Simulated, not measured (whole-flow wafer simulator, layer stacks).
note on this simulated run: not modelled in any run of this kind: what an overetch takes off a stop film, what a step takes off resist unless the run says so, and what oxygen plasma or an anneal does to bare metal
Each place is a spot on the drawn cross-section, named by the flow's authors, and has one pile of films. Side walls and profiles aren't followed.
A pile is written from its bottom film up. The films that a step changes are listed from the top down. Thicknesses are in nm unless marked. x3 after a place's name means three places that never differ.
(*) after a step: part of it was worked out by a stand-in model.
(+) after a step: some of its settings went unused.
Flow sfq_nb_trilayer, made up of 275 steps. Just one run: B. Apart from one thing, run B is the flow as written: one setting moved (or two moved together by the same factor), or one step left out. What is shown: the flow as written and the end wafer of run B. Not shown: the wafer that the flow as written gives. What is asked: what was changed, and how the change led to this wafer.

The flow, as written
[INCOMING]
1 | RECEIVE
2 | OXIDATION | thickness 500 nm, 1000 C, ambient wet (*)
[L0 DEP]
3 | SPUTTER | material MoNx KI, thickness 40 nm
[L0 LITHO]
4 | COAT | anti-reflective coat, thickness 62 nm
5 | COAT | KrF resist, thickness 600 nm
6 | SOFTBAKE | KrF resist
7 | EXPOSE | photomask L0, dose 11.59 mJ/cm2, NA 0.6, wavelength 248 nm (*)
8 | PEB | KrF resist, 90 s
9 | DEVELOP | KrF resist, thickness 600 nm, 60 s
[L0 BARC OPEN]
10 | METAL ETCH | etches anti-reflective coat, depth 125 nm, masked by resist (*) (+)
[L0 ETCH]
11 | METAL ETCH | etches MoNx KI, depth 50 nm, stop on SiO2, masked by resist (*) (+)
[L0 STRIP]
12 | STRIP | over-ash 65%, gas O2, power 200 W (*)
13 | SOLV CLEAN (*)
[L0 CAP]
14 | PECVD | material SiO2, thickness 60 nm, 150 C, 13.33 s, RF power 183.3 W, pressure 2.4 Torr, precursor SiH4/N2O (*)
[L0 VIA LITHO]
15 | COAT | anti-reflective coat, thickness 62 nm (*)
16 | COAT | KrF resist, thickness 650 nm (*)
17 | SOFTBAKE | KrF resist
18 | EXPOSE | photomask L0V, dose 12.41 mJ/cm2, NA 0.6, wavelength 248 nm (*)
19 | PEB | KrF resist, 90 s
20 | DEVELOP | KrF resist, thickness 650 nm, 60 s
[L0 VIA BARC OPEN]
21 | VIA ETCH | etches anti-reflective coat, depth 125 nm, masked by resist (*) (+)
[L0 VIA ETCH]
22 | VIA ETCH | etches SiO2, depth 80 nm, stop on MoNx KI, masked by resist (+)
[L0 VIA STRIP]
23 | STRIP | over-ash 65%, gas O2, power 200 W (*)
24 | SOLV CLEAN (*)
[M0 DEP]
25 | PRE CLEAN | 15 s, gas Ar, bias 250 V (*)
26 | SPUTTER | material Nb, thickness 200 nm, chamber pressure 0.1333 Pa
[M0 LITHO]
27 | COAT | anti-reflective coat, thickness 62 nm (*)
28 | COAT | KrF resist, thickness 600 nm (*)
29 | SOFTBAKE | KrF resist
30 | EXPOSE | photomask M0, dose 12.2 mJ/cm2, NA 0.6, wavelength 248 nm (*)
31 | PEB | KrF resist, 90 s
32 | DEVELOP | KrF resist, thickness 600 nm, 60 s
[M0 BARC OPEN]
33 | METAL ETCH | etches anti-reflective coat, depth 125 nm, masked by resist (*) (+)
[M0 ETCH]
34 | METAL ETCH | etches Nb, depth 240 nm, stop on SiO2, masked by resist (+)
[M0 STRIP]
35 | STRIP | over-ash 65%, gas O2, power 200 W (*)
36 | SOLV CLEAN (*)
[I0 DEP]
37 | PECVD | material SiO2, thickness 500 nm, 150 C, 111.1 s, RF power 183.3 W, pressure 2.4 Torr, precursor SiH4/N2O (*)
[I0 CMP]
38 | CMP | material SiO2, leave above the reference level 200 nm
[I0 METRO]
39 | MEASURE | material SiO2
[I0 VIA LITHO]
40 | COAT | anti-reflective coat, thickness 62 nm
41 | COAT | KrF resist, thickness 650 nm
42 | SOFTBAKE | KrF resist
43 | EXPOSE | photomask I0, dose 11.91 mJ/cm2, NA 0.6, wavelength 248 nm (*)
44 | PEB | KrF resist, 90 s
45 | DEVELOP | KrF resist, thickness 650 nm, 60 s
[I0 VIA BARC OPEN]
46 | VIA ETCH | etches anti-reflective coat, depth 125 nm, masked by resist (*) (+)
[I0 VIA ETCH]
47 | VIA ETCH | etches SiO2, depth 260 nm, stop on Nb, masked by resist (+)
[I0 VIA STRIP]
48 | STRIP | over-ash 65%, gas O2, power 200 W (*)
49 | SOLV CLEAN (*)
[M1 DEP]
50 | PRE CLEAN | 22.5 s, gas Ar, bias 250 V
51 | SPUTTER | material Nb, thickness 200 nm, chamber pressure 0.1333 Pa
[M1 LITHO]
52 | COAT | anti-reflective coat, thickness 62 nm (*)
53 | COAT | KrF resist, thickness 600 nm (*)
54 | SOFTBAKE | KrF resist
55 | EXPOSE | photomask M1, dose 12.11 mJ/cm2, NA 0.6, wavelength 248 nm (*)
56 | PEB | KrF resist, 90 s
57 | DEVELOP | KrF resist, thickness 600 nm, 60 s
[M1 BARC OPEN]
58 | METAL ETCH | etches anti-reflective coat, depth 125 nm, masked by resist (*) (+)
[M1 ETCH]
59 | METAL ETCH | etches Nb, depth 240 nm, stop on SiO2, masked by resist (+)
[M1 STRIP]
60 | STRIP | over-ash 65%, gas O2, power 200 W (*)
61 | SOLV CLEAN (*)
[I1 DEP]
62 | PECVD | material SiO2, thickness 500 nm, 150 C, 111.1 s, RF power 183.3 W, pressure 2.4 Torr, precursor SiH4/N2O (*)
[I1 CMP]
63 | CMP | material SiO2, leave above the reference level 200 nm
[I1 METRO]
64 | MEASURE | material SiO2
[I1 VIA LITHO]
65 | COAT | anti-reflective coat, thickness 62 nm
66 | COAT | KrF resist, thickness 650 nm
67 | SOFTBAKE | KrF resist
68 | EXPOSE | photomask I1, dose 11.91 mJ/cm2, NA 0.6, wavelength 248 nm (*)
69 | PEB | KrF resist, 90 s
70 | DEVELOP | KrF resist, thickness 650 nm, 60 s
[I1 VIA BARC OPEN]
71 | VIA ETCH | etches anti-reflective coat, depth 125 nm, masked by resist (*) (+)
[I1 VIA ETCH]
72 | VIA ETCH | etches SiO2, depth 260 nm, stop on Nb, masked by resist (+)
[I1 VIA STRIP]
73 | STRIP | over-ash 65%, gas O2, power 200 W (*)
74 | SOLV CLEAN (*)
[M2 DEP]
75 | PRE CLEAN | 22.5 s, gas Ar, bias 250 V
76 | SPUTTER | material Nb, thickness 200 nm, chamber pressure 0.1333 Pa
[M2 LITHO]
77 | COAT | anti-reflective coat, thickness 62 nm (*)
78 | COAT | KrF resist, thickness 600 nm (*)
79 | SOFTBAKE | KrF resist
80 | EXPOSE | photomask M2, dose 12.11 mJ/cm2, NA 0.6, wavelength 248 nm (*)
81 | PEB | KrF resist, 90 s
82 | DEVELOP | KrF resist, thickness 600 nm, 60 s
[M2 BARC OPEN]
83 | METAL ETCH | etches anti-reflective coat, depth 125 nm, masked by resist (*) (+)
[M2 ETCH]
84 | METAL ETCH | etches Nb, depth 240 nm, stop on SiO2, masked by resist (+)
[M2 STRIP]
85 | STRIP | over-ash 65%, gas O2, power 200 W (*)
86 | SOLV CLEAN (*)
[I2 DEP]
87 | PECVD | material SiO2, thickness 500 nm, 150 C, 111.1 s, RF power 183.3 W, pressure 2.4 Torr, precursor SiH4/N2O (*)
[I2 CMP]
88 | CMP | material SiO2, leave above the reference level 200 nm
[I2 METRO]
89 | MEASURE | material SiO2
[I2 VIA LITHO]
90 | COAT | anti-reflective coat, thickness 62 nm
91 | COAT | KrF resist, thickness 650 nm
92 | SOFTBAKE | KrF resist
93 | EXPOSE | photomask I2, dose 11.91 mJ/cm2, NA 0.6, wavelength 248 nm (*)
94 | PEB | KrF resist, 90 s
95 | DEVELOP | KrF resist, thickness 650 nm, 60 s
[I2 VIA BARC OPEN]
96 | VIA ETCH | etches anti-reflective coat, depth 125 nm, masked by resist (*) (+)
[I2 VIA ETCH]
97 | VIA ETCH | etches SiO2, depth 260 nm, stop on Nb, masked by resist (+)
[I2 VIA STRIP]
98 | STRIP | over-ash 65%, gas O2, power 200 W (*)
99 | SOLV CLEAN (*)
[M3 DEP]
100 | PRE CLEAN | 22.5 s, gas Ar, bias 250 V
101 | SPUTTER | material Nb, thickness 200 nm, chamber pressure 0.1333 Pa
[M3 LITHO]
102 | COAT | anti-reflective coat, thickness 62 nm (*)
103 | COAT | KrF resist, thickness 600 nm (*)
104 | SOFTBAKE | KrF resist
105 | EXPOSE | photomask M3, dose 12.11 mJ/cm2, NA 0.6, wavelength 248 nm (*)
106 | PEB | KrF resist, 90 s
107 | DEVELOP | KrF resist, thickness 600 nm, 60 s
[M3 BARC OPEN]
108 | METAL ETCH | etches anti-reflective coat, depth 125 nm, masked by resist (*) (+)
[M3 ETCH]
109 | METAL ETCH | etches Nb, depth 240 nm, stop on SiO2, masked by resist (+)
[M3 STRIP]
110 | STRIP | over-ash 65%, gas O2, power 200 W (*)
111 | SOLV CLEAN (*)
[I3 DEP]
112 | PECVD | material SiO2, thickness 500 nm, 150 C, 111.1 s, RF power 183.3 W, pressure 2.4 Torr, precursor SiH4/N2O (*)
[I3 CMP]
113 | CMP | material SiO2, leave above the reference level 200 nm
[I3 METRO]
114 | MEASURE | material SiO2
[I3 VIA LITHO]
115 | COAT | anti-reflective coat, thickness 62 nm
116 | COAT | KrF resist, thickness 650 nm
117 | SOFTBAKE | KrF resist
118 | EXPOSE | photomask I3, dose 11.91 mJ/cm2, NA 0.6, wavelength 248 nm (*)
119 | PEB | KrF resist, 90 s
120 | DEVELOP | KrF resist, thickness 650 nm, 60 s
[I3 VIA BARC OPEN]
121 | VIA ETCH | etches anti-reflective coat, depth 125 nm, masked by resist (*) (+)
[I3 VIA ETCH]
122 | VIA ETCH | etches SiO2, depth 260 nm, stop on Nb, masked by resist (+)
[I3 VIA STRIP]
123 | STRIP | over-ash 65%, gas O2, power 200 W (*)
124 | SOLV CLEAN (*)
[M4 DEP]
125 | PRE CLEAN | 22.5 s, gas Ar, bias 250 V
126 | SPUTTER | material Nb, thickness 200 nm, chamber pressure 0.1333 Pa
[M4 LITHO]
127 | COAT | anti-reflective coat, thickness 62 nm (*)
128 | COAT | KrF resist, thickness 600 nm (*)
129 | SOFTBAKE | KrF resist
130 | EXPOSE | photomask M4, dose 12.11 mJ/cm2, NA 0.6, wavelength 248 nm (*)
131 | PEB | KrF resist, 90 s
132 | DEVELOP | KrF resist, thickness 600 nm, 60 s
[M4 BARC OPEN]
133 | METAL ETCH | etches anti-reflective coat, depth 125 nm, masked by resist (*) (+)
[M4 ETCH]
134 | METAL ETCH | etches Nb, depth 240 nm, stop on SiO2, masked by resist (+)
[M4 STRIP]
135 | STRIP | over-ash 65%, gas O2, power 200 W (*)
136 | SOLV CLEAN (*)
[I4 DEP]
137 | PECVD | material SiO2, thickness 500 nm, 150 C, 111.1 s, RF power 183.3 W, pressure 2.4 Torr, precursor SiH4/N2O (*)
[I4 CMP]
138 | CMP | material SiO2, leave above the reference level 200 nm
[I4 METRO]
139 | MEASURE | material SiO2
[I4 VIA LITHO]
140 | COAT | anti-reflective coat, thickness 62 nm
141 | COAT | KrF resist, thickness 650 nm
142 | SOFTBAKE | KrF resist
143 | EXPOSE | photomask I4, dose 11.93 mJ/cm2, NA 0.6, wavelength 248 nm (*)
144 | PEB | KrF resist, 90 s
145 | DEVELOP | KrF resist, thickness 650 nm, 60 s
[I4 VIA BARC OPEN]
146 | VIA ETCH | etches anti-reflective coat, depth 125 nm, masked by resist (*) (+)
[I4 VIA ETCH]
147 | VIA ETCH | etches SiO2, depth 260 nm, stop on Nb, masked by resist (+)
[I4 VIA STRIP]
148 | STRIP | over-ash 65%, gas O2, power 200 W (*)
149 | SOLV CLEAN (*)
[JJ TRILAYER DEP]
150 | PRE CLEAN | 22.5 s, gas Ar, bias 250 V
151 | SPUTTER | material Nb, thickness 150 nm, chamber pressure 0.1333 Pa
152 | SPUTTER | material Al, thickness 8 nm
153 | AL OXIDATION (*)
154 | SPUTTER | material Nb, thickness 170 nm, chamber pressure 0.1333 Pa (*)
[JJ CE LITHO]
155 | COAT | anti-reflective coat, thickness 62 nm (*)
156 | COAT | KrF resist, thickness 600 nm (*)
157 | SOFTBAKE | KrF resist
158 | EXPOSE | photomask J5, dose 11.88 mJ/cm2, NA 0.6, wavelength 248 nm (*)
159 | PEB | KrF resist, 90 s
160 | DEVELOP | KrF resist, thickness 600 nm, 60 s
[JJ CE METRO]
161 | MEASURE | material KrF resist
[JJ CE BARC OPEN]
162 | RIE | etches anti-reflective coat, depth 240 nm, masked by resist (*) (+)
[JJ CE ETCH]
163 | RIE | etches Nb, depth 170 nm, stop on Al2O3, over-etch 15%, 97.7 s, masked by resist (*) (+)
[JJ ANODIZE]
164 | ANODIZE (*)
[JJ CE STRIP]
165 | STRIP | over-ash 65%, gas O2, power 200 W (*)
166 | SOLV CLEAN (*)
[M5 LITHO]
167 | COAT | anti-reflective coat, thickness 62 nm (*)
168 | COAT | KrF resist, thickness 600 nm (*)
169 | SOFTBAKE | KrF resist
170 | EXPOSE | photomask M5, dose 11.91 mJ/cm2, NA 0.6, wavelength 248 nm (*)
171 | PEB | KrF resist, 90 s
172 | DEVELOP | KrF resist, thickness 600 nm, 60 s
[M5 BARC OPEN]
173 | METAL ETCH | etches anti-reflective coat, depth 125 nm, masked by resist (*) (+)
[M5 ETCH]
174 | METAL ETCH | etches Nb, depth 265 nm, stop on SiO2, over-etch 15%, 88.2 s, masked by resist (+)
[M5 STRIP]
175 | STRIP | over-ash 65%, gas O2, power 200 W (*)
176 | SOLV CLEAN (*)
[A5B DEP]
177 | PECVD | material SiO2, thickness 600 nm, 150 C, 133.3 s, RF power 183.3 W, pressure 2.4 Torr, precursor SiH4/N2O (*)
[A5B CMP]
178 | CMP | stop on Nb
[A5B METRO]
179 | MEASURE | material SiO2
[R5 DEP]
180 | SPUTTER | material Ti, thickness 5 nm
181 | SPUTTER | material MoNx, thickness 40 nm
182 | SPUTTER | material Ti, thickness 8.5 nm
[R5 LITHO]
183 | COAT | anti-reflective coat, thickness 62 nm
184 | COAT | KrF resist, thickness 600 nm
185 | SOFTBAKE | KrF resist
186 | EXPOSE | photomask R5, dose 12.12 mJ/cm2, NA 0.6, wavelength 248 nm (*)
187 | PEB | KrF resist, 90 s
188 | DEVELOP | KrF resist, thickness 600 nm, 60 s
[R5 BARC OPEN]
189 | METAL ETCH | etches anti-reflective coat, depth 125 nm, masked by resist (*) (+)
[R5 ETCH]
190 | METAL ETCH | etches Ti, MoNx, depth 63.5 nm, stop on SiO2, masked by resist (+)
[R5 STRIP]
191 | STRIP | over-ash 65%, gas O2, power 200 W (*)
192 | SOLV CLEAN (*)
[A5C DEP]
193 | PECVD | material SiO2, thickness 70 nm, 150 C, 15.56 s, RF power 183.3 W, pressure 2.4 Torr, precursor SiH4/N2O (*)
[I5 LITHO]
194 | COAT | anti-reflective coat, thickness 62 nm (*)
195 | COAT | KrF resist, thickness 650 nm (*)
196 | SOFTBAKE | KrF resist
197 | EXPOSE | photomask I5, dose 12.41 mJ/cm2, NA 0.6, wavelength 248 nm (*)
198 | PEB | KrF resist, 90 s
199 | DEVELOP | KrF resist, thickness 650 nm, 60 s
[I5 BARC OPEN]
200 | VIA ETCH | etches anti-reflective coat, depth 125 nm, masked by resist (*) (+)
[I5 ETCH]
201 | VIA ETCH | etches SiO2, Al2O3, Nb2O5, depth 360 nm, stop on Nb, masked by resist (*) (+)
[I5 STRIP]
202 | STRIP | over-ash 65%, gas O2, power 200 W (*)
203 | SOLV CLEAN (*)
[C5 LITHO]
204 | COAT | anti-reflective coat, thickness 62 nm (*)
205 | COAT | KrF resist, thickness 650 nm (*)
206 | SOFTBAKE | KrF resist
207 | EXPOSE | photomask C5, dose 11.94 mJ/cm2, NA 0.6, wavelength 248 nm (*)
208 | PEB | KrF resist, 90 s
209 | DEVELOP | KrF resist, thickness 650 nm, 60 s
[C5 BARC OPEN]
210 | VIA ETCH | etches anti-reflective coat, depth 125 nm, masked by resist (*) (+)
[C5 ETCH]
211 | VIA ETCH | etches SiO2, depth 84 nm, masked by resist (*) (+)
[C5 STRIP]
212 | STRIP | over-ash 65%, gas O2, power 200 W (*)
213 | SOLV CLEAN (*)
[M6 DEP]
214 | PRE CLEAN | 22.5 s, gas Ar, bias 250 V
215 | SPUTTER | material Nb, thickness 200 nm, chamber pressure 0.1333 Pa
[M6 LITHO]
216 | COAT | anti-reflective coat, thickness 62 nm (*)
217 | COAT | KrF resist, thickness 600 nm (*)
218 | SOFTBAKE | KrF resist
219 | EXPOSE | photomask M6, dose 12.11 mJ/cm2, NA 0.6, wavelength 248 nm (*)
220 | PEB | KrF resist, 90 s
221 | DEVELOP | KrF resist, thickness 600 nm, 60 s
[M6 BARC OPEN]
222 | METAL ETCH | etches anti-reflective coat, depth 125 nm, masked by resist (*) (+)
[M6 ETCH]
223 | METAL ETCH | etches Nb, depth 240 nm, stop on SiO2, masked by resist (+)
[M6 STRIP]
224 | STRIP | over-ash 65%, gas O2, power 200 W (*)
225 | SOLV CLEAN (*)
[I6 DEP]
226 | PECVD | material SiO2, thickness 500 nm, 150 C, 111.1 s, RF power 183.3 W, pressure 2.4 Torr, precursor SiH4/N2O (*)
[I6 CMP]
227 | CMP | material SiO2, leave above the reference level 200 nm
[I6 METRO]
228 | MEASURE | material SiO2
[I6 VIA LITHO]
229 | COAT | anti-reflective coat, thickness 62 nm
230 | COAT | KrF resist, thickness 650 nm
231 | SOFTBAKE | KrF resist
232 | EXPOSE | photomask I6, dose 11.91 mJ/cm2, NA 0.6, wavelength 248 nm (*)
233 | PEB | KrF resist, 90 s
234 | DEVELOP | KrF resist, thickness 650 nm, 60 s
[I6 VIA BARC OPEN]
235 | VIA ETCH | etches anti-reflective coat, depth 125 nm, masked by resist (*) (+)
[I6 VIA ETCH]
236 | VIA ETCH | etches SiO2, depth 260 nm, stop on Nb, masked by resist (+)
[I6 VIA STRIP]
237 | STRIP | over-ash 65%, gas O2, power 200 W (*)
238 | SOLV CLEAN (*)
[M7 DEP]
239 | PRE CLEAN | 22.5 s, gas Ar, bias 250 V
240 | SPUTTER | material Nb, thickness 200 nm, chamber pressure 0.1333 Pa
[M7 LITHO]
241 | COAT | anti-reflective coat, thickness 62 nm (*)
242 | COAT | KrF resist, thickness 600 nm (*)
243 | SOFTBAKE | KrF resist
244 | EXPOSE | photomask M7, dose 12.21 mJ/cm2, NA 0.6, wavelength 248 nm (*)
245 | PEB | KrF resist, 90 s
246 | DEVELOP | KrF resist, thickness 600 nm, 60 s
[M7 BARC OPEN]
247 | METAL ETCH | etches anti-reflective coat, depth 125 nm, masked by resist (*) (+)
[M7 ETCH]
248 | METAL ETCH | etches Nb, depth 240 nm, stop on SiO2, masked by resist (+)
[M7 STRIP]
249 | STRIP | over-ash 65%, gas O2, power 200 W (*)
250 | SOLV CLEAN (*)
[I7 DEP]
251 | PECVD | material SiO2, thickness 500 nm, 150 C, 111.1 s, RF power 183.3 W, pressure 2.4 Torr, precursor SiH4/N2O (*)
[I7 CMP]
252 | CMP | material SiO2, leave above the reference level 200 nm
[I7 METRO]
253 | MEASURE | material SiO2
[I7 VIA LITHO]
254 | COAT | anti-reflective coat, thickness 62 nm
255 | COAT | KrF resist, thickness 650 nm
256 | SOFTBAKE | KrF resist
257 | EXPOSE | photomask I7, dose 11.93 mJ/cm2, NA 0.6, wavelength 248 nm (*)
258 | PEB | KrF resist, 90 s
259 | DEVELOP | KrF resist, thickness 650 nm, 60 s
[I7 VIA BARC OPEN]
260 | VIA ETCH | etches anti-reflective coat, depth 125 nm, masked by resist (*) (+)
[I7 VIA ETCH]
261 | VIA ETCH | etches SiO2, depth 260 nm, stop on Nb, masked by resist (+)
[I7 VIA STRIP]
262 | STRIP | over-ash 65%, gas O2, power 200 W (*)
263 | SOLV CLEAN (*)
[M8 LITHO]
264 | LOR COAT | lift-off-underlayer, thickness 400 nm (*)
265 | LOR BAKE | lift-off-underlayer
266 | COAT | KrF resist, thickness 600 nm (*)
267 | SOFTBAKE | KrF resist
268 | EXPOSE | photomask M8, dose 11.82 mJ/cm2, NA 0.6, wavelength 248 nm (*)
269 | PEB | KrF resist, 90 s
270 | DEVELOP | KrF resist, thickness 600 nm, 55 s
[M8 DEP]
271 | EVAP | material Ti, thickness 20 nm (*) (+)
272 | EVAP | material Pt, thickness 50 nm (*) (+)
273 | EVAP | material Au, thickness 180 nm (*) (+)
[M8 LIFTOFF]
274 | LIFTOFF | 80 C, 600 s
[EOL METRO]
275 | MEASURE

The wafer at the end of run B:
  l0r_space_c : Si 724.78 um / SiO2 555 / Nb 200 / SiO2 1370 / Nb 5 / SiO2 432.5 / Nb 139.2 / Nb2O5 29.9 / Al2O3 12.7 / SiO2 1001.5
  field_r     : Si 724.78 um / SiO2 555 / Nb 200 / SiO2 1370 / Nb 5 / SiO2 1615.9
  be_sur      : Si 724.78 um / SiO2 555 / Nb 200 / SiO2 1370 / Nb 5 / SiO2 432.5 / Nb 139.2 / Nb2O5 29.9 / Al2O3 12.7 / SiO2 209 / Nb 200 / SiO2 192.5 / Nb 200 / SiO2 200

The reason: step 126, SPUTTER: thickness 245 nm was run, whereas the flow has thickness 200 nm.

Step by step, how the change led to this:
  126 | SPUTTER | material Nb, thickness 200 nm, chamber pressure 0.1333 Pa
      field_l, v_sur, via_wl and 102 more: +245 Nb (new film) (in the flow as written it would be: +200 Nb (new film))
      via_v: +203.3 Nb (in the flow as written it would be: +165.5 Nb)
  134 | METAL ETCH | etches Nb, depth 240 nm, stop on SiO2, masked by resist (+)
      field_l, be, be_sur and 64 more: -240 Nb (in the flow as written it would be: -200 Nb (all of it))
  137 | PECVD | material SiO2, thickness 500 nm, 150 C, 111.1 s, RF power 183.3 W, pressure 2.4 Torr, precursor SiH4/N2O (*)
      field_l, be, be_sur and 55 more: +500 SiO2 (new film) (in the flow as written it would be: +500 SiO2)
      p3_s0, p3_s1, p3_s2, p3_s3, p3_s4, p3_s5: +597.1 SiO2 (new film) (in the flow as written it would be: +557.1 SiO2)
      (and at 4 other places as well)
  138 | CMP | material SiO2, leave above the reference level 200 nm
      field_l, be, be_sur and 55 more: -60 SiO2 (in the flow as written it would be: -100 SiO2)
      lsp_r, l0_sur, l0v: -50.3 SiO2 (in the flow as written it would be: -91.9 SiO2)
      (and at 1 other place as well)
If metal films that touch count as one body, l0r_space_c has 3 bodies (between them, from the top down: SiO2 432.5; SiO2 1370); the flow as written gives 2 bodies (between them, from the top down: SiO2 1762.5).
If metal films that touch count as one body, field_r has 2 bodies (between them, from the top down: SiO2 1370); the flow as written gives 1 body.
If metal films that touch count as one body, be_sur has 5 bodies (between them, from the top down: SiO2 192.5; SiO2 209 / Al2O3 12.7 / Nb2O5 29.9; SiO2 432.5; SiO2 1370); the flow as written gives 4 bodies (between them, from the top down: SiO2 192.5; SiO2 209 / Al2O3 12.7 / Nb2O5 29.9; SiO2 1762.5).
